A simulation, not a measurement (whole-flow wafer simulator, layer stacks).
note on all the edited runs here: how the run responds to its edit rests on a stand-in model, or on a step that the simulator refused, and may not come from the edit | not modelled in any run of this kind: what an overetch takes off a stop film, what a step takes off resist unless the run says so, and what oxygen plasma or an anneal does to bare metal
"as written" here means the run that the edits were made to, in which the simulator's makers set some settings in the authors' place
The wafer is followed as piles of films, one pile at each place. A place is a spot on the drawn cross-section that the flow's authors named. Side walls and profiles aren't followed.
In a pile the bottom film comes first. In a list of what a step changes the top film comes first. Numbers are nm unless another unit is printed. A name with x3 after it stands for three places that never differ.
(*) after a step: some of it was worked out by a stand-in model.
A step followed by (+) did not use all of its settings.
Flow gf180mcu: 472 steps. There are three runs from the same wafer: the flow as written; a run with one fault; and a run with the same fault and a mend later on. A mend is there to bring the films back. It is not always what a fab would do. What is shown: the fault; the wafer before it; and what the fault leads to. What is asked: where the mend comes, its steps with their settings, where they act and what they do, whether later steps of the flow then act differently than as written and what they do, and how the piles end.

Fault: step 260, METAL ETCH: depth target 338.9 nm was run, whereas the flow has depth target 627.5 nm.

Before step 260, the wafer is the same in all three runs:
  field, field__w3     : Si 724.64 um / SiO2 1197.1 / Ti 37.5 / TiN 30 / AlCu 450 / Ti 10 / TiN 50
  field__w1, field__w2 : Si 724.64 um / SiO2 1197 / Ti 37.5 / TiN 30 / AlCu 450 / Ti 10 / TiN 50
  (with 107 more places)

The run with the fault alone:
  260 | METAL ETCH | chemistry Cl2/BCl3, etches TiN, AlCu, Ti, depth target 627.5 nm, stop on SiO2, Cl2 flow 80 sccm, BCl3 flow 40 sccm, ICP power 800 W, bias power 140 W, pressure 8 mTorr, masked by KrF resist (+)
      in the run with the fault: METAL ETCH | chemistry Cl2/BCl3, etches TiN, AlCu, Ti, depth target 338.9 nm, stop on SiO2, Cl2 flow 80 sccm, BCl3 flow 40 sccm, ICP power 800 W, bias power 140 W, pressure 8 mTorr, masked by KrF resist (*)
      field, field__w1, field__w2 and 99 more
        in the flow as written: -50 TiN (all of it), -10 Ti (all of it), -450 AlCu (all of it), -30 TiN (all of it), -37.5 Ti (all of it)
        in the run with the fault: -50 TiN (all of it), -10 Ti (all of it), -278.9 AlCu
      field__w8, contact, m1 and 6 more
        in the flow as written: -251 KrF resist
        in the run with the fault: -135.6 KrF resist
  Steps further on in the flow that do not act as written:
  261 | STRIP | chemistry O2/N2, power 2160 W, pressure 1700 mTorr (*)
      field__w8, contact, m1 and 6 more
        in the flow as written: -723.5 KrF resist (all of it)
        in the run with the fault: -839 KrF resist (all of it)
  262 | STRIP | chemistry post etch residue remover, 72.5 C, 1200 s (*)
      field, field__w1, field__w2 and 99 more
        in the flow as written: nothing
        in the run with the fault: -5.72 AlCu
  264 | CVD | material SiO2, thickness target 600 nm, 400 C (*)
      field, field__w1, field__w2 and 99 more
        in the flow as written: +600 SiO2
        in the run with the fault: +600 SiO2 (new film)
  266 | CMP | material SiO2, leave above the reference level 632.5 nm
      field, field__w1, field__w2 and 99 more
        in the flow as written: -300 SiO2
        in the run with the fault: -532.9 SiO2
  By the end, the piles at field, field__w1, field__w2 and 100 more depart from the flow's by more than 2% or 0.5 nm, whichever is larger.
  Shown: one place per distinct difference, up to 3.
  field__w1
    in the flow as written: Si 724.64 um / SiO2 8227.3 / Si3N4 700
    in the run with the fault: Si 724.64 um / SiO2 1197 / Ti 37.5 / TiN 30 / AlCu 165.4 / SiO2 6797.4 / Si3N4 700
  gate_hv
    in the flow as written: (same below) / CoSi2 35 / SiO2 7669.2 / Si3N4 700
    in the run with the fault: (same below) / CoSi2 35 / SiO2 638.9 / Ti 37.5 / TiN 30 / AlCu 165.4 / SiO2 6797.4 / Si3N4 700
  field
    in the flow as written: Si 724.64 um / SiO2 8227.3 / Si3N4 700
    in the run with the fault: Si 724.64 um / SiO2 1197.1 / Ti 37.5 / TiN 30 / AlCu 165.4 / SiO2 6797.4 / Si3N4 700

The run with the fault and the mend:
  The mend follows step 260.
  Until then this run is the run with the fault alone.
  260a | METAL ETCH | chemistry Cl2/BCl3, etches TiN, AlCu, Ti, depth target 288.6 nm, stop on SiO2, Cl2 flow 80 sccm, BCl3 flow 40 sccm, ICP power 800 W, bias power 140 W, pressure 8 mTorr, masked by KrF resist (+) (the flow's step 260 again, with other settings)
      field, field__w1, field__w2 and 99 more
        -171.1 AlCu (all of it), -30 TiN (all of it), -37.5 Ti (all of it)
      field__w8, contact, m1 and 6 more
        -115.4 KrF resist
  Later steps of the flow that are run all act as written at every place that is followed.
  By the end, the piles equal the flow's at every place that both follow.
